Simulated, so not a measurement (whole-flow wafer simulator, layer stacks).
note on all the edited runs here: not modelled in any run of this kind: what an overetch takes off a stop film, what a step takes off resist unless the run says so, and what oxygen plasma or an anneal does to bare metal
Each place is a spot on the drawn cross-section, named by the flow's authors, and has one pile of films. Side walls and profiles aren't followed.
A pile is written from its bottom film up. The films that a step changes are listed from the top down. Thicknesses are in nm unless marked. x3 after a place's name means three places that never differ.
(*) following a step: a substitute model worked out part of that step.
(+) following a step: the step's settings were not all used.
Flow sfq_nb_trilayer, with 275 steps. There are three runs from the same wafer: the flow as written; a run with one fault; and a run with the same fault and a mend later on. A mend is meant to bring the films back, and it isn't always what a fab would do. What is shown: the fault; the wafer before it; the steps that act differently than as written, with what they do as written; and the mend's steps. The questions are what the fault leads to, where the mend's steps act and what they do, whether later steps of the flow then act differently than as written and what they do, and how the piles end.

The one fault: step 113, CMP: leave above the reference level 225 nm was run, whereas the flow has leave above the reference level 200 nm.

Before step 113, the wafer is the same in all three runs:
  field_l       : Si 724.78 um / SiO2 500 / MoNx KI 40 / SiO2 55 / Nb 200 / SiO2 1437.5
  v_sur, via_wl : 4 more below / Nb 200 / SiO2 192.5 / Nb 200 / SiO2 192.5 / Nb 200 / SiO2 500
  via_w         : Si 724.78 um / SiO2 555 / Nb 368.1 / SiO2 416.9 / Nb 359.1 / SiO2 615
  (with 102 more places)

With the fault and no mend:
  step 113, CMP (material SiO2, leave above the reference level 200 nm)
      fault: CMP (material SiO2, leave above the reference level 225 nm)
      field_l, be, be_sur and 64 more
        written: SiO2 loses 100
        fault: SiO2 loses 75
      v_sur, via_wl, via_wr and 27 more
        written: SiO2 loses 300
        fault: SiO2 loses 275
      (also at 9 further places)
  Later steps of the flow acting differently than as written (3 more steps, not shown, differ only slightly: by at most 2% or 0.5 nm, whichever is larger):
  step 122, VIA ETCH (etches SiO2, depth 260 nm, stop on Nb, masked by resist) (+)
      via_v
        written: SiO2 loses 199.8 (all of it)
        fault: SiO2 loses 224.8 (all of it)
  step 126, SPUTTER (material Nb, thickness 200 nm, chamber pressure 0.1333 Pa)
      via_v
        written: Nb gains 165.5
        fault: Nb gains 160.2
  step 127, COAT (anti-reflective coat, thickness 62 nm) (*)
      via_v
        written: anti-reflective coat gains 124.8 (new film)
        fault: anti-reflective coat gains 130.2 (new film)
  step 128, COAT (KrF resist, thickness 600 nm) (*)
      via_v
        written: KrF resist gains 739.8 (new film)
        fault: KrF resist gains 760.5 (new film)
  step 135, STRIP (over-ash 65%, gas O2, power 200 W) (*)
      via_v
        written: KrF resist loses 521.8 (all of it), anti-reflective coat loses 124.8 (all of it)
        fault: KrF resist loses 542.5 (all of it), anti-reflective coat loses 130.2 (all of it)
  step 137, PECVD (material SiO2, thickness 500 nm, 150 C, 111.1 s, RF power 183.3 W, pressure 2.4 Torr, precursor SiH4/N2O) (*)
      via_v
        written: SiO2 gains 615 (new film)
        fault: SiO2 gains 645.4 (new film)
  The piles end different from the flow's at v_sur, via_wl, via_w and 29 more by more than 2% or 0.5 nm, whichever is larger.
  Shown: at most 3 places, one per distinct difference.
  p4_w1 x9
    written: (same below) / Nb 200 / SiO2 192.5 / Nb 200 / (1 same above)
    fault: (same below) / Nb 200 / SiO2 217.5 / Nb 200 / (1 same above)
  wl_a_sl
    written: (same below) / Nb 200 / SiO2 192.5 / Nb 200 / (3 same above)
    fault: (same below) / Nb 200 / SiO2 217.5 / Nb 200 / (3 same above)
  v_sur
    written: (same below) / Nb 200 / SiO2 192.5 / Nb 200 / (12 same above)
    fault: (same below) / Nb 200 / SiO2 217.5 / Nb 200 / (12 same above)

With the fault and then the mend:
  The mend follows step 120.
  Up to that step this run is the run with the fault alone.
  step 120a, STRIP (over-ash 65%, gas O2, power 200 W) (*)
      field_l, v_sur, via_wl and 102 more
        KrF resist loses 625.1 (all of it), anti-reflective coat loses 62 (all of it)
      via_v
        anti-reflective coat loses 62 (all of it)
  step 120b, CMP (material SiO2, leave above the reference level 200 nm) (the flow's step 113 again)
      field_l, v_sur, via_wl and 103 more
        SiO2 loses 25
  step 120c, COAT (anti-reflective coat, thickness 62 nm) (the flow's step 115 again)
      field_l, v_sur, via_wl and 103 more
        anti-reflective coat gains 62 (new film)
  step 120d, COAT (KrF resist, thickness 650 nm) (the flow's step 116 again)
      field_l, v_sur, via_wl and 103 more
        KrF resist gains 650 (new film)
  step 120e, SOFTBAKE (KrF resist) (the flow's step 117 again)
      does not change any film at any place that is followed
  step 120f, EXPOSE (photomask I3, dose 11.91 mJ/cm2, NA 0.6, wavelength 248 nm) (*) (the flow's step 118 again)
      does not change any film at any place that is followed
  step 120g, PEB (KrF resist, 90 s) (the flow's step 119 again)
      field_l, v_sur, via_wl and 103 more
        KrF resist loses 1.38
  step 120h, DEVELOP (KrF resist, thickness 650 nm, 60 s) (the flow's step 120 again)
      field_l, v_sur, via_wl and 102 more
        KrF resist loses 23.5
      via_v
        KrF resist loses 648.6 (all of it)
  None of the later steps of the flow acts differently than as written at any place that is followed.
  At every place that both follow, the piles at the end match the flow's.
